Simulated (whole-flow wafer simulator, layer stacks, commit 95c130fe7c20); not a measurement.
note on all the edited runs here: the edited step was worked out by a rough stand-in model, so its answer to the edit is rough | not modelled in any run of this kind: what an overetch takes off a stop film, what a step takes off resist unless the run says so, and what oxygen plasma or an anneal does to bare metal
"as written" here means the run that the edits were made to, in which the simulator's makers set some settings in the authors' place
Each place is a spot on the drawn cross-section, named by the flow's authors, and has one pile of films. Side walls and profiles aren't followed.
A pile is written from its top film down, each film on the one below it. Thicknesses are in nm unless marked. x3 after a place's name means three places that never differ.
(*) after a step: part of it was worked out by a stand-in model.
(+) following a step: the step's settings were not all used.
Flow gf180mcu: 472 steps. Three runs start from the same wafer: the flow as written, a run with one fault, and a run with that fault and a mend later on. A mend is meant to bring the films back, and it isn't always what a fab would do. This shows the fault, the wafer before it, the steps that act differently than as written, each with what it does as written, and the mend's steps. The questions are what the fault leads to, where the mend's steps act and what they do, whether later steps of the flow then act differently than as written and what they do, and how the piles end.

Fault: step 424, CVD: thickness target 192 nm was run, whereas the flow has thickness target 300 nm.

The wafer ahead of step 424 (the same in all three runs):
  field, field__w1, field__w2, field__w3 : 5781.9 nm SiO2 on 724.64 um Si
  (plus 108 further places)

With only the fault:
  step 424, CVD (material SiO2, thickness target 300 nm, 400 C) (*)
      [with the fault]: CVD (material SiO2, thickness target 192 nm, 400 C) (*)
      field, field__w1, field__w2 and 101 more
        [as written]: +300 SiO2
        [with the fault]: +192 SiO2
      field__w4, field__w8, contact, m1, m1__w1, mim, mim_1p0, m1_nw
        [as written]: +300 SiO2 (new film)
        [with the fault]: +192 SiO2 (new film)
  Steps later in the flow that act otherwise than as written (1 other step is not shown; it differs only slightly, by no more than 2% or 0.5 nm, whichever is larger):
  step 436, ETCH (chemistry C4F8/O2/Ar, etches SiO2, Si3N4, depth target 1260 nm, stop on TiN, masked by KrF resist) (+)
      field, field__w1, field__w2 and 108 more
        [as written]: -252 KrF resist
        [with the fault]: -229 KrF resist
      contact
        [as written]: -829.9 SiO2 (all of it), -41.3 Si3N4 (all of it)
        [with the fault]: -721.9 SiO2 (all of it), -41.3 Si3N4 (all of it)
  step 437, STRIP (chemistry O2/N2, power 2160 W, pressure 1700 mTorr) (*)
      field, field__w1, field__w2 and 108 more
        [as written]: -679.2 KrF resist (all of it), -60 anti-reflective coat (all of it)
        [with the fault]: -702.2 KrF resist (all of it), -60 anti-reflective coat (all of it)
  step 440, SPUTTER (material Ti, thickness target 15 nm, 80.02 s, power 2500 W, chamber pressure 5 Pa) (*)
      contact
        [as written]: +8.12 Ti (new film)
        [with the fault]: +8.64 Ti (new film)
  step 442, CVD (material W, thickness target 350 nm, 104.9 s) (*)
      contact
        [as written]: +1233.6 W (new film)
        [with the fault]: +1124.7 W (new film)
  The piles end different from the flow's at field__w4, field__w8, contact, m1, m1__w1, mim, mim_1p0, m1_nw by more than 2% or 0.5 nm, whichever is larger.
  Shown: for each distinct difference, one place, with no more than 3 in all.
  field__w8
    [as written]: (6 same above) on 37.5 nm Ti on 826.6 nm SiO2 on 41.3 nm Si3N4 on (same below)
    [with the fault]: (6 same above) on 37.5 nm Ti on 718.6 nm SiO2 on 41.3 nm Si3N4 on (same below)
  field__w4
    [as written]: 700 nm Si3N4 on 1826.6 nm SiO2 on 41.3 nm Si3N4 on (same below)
    [with the fault]: 700 nm Si3N4 on 1718.6 nm SiO2 on 41.3 nm Si3N4 on (same below)
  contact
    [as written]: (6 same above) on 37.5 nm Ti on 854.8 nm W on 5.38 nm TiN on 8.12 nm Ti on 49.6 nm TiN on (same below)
    [with the fault]: (6 same above) on 37.5 nm Ti on 745.9 nm W on 5.73 nm TiN on 8.64 nm Ti on 49.6 nm TiN on (same below)

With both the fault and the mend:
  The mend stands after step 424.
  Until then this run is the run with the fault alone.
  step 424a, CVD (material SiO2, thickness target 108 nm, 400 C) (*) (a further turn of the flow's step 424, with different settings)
      field, field__w1, field__w2 and 109 more
        +108 SiO2
  None of the later steps of the flow acts differently than as written at any place that is followed.
  The piles end the same as the flow's at every place that both follow.
